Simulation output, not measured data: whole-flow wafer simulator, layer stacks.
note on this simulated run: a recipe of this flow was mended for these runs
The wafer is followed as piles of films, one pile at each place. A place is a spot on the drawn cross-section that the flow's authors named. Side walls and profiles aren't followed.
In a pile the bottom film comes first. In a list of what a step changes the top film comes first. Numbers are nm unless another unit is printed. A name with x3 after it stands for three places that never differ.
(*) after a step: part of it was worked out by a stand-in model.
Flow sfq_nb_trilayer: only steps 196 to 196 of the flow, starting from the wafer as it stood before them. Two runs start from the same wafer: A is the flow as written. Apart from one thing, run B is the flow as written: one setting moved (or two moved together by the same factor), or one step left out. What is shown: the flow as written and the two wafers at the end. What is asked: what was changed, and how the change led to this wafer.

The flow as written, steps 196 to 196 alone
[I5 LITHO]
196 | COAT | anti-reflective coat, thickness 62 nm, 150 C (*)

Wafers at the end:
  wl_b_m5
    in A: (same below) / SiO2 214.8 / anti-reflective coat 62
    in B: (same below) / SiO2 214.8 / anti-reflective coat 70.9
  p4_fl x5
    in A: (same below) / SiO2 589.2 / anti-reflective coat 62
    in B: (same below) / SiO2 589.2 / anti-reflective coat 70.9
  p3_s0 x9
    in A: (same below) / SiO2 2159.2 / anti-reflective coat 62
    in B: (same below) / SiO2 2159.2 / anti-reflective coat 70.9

The reason: step 196, COAT: thickness 70.9 nm was run, though the flow has thickness 62 nm.
One can read it off the wafer: wl_b_m5 has anti-reflective coat 70.9, and step 196 as written asks for 62 nm.

Step by step, how the change led to this:
  196 | COAT | anti-reflective coat, thickness 62 nm, 150 C (*)
      p4_fl x5, p4_w1 x9, p3_s0 x9 and 42 more: A +62 anti-reflective coat (new film) | B +70.9 anti-reflective coat (new film)
      via_wl, via_w, via_wr, via_sp, via_v, l0_sur, l0v: A +62.3 anti-reflective coat (new film) | B +71.2 anti-reflective coat (new film)
      (as well as at 34 more places)
